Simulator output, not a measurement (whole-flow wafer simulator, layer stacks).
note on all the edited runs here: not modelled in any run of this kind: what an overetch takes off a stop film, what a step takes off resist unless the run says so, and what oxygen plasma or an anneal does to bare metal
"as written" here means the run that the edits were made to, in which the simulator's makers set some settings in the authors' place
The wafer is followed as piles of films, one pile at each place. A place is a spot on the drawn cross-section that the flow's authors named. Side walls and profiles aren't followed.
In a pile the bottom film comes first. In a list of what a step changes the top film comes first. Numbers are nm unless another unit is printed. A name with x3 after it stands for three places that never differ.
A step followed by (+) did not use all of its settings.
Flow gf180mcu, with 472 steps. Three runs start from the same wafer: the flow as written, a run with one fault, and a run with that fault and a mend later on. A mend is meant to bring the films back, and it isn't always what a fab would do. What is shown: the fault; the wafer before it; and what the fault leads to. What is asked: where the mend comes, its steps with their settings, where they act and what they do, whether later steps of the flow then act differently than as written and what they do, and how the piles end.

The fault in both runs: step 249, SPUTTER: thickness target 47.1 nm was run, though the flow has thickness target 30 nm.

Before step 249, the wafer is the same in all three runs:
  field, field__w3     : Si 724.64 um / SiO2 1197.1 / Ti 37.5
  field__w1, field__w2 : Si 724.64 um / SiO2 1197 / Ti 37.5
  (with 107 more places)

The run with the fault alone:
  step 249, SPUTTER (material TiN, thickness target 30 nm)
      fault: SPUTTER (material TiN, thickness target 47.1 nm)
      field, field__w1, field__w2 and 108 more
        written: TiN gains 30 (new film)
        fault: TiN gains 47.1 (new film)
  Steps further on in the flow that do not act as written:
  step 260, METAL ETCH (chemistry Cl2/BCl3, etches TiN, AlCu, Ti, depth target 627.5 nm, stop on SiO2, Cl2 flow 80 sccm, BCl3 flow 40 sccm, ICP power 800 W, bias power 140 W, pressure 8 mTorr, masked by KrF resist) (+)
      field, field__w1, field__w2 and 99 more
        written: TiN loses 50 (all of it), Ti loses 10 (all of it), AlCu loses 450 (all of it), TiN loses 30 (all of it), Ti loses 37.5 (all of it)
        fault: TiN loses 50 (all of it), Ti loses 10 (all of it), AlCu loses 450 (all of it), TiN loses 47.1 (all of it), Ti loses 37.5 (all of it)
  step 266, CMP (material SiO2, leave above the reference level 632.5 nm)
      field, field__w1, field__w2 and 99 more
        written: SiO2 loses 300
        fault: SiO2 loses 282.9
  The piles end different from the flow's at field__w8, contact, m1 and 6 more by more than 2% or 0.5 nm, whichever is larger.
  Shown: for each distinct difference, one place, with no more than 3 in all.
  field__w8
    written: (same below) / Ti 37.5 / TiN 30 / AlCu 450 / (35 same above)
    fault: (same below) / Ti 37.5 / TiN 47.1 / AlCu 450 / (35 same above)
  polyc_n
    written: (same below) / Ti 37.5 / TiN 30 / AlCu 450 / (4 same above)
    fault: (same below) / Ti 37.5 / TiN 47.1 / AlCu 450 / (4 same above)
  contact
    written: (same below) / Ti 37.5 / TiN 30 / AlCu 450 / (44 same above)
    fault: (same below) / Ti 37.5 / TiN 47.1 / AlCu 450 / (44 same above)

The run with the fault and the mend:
  After step 249 comes the mend.
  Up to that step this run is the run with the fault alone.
  step 249a, METAL ETCH (chemistry Cl2/BCl3, etches TiN, AlCu, Ti, depth target 17.1 nm, Cl2 flow 80 sccm, BCl3 flow 40 sccm, ICP power 800 W, bias power 140 W, pressure 8 mTorr)
      field, field__w1, field__w2 and 108 more
        TiN loses 17.1
  Every later step of the flow that is run acts as written at every place that is followed.
  By the end, the piles equal the flow's at every place that both follow.
